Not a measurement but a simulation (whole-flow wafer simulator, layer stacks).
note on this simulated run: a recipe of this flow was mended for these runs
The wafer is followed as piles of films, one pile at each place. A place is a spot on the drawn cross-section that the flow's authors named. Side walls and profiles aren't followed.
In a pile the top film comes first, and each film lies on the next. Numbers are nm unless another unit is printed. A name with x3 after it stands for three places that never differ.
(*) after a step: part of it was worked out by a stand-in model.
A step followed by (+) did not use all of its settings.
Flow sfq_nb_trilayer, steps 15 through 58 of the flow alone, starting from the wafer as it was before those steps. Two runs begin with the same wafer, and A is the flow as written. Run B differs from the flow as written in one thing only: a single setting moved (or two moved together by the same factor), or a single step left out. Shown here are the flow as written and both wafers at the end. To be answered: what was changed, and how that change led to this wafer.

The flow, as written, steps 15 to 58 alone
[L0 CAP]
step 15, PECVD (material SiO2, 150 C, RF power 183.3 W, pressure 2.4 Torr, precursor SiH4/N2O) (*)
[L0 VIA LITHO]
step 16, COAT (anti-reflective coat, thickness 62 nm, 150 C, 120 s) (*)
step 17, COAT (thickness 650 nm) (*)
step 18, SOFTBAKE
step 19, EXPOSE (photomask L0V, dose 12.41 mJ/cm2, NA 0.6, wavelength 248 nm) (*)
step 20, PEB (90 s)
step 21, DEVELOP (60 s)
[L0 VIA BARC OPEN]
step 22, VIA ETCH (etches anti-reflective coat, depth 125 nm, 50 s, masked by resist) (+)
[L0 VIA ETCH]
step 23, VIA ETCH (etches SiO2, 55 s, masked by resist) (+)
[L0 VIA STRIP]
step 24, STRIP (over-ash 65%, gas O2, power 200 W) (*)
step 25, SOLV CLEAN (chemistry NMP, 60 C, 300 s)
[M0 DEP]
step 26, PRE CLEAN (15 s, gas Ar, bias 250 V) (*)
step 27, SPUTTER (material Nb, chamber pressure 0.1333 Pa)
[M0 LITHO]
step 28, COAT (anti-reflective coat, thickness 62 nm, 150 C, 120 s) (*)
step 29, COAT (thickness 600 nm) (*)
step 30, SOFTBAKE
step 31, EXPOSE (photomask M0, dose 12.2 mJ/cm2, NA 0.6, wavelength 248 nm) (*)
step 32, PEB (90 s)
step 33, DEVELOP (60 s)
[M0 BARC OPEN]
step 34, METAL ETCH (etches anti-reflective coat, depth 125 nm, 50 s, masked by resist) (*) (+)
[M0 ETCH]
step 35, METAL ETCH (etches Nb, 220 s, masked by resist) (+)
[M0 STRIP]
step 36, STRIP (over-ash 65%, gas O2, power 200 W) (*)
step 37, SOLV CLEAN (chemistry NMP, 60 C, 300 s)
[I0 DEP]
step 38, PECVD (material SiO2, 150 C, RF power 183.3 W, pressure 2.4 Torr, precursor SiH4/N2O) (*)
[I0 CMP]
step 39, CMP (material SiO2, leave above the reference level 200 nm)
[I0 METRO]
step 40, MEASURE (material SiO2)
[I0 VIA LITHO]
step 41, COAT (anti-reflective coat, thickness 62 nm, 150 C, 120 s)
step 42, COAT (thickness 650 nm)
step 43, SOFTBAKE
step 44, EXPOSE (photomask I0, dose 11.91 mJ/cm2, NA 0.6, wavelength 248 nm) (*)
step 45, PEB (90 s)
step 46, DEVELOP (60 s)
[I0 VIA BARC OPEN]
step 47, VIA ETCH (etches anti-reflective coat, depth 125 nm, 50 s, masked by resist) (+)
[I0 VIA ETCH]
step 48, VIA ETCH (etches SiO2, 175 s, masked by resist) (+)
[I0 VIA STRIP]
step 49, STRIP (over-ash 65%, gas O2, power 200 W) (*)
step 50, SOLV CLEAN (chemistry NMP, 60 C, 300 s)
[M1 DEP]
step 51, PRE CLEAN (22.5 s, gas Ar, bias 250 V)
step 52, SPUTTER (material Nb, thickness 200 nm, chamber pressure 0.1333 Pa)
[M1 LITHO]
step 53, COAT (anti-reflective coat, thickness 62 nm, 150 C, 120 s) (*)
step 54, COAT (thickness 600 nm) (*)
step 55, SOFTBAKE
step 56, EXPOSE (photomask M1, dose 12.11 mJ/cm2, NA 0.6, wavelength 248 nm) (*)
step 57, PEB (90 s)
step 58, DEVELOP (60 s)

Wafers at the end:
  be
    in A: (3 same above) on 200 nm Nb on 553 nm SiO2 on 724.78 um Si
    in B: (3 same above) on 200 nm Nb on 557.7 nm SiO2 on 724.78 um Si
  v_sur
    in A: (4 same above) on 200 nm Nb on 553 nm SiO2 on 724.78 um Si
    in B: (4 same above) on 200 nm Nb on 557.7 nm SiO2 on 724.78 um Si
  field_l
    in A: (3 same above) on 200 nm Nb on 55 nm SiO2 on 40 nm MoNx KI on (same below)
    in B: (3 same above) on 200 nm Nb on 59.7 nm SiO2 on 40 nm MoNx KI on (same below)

Cause: step 15, PECVD: pressure 2.09 Torr was run, though the flow has pressure 2.4 Torr.

Step by step, how the change led to this:
  step 15, PECVD (material SiO2, 150 C, RF power 183.3 W, pressure 2.4 Torr, precursor SiH4/N2O) (*)
      v_sur, via_wl, via_w and 97 more: A +60 SiO2 | B +64.7 SiO2
      field_l, l0_sur, l0v, l0r_line_l, l0r_line_c, l0r_line_r: A +60 SiO2 (new film) | B +64.7 SiO2 (new film)
  step 23, VIA ETCH (etches SiO2, 55 s, masked by resist) (+)
      l0v: A -59.7 SiO2 (all of it), -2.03 MoNx KI | B -64.4 SiO2 (all of it), -1.56 MoNx KI
  step 28, COAT (anti-reflective coat, thickness 62 nm, 150 C, 120 s) (*)
      l0_sur: A +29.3 anti-reflective coat (new film) | B +27.8 anti-reflective coat (new film)
  step 36, STRIP (over-ash 65%, gas O2, power 200 W) (*)
      l0_sur: A -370 KrF-resist-other-grade (all of it), -29.3 anti-reflective coat (all of it) | B -370.7 KrF-resist-other-grade (all of it), -27.8 anti-reflective coat (all of it)
